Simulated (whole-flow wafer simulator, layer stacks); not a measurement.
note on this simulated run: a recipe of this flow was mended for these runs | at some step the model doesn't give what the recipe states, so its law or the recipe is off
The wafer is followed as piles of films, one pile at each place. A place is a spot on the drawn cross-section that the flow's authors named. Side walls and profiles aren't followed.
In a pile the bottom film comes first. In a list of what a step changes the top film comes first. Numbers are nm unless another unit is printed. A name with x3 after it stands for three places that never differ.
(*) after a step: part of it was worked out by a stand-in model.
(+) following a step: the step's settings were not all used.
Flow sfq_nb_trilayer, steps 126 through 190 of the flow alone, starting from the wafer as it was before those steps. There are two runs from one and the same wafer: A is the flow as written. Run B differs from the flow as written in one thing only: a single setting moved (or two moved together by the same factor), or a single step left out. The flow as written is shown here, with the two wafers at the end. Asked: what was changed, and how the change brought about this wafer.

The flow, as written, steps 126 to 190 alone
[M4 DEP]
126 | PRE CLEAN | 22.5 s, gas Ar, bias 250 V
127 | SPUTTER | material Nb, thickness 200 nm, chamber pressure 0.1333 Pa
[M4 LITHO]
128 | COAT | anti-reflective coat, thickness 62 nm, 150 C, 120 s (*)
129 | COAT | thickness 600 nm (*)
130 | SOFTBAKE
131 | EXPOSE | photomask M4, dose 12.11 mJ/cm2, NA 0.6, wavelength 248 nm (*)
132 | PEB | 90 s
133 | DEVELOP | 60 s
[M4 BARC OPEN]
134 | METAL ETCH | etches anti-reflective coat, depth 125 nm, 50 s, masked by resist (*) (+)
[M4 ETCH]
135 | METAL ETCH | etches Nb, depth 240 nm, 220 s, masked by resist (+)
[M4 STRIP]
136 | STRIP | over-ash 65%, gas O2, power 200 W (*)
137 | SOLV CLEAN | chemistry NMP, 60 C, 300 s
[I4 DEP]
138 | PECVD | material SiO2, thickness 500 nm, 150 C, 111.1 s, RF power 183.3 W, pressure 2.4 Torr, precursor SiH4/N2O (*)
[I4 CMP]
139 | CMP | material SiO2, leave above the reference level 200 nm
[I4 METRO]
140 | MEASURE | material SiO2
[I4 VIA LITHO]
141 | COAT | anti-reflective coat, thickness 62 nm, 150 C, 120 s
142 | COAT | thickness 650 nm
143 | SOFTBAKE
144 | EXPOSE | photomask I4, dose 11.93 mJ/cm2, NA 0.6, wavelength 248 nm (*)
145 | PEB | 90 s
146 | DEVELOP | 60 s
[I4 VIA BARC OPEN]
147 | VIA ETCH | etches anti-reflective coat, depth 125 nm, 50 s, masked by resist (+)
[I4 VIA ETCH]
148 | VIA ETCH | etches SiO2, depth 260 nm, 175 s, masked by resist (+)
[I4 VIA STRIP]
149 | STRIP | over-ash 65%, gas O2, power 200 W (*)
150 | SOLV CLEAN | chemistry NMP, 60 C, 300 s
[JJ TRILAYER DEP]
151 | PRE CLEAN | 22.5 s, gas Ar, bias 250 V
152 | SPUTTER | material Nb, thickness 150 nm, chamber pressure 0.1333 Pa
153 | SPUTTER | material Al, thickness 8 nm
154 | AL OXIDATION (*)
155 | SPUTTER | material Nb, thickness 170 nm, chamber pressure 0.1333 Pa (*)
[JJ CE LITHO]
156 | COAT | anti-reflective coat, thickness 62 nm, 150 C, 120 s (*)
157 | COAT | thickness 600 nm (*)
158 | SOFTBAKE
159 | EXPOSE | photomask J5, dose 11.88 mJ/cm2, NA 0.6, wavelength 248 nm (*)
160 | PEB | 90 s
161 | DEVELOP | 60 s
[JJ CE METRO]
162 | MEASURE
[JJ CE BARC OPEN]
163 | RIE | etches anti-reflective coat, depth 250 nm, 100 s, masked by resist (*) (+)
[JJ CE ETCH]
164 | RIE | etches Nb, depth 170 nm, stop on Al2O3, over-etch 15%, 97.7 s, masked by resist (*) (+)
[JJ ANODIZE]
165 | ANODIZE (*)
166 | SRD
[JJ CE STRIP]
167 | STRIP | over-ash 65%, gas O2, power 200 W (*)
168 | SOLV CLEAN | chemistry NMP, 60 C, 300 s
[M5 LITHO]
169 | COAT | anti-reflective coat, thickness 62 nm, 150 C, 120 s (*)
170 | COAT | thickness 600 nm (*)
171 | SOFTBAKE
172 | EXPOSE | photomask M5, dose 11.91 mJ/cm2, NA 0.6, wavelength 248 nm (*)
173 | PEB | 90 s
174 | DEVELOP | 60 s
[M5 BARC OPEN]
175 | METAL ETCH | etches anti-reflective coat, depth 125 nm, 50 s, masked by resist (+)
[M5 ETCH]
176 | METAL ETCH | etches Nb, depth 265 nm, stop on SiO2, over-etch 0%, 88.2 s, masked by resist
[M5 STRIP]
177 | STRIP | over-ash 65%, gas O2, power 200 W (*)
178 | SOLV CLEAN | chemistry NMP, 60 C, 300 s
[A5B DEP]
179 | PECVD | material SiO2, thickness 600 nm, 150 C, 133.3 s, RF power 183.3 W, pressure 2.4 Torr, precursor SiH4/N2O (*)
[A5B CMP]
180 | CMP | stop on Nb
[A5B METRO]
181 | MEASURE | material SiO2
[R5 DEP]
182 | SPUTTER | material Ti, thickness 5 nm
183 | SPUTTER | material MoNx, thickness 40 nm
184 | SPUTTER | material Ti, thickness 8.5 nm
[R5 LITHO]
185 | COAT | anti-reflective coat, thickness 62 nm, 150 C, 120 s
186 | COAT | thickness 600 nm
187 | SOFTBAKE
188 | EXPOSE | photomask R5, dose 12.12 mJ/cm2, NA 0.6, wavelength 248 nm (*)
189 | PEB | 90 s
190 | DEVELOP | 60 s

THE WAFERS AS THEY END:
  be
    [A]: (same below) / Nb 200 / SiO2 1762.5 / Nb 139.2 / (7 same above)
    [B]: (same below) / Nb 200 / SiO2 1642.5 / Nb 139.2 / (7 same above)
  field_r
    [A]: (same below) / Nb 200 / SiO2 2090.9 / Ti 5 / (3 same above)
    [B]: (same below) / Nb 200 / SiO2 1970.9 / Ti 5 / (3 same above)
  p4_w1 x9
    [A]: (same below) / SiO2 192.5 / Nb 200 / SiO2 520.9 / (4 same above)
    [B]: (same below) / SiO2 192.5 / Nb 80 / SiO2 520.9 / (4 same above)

What caused this: step 127, SPUTTER: thickness 80 nm was run, while the flow as written has thickness 200 nm.
The wafer lets one read it off: p4_w1 x9 has Nb 80, and step 127 as written asks for 200 nm.

Step by step, how the change led to this:
  127 | SPUTTER | material Nb, thickness 200 nm, chamber pressure 0.1333 Pa
      field_l, v_sur, via_wl and 102 more: A Nb gains 200 (new film) | B Nb gains 80 (new film)
      via_v: A Nb gains 164.5 | B Nb gains 65.5
  128 | COAT | anti-reflective coat, thickness 62 nm, 150 C, 120 s (*)
      via_v: A anti-reflective coat gains 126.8 (new film) | B anti-reflective coat gains 120.7 (new film)
      wire: A anti-reflective coat gains 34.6 (new film) | B anti-reflective coat gains 33.6 (new film)
  135 | METAL ETCH | etches Nb, depth 240 nm, 220 s, masked by resist (+)
      field_l, be, be_sur and 64 more: A Nb loses 200 (all of it), SiO2 loses 4 | B Nb loses 80 (all of it), SiO2 loses 16
  136 | STRIP | over-ash 65%, gas O2, power 200 W (*)
      via_v: A KrF-resist-other-grade loses 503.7 (all of it), anti-reflective coat loses 126.8 (all of it) | B KrF-resist-other-grade loses 492.5 (all of it), anti-reflective coat loses 120.7 (all of it)
      wire: A KrF-resist-other-grade loses 369 (all of it), anti-reflective coat loses 34.6 (all of it) | B KrF-resist-other-grade loses 371.9 (all of it), anti-reflective coat loses 33.6 (all of it)
  138 | PECVD | material SiO2, thickness 500 nm, 150 C, 111.1 s, RF power 183.3 W, pressure 2.4 Torr, precursor SiH4/N2O (*)
      p3_s0 x6: A SiO2 gains 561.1 | B SiO2 gains 500
      via_v: A SiO2 gains 621.2 (new film) | B SiO2 gains 586.8 (new film)
  139 | CMP | material SiO2, leave above the reference level 200 nm
      field_l, be, be_sur and 55 more: A SiO2 loses 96 | B SiO2 loses 204
      p3_s0 x6: A SiO2 loses 157.1 | B SiO2 loses 204
      (also at 4 further places)
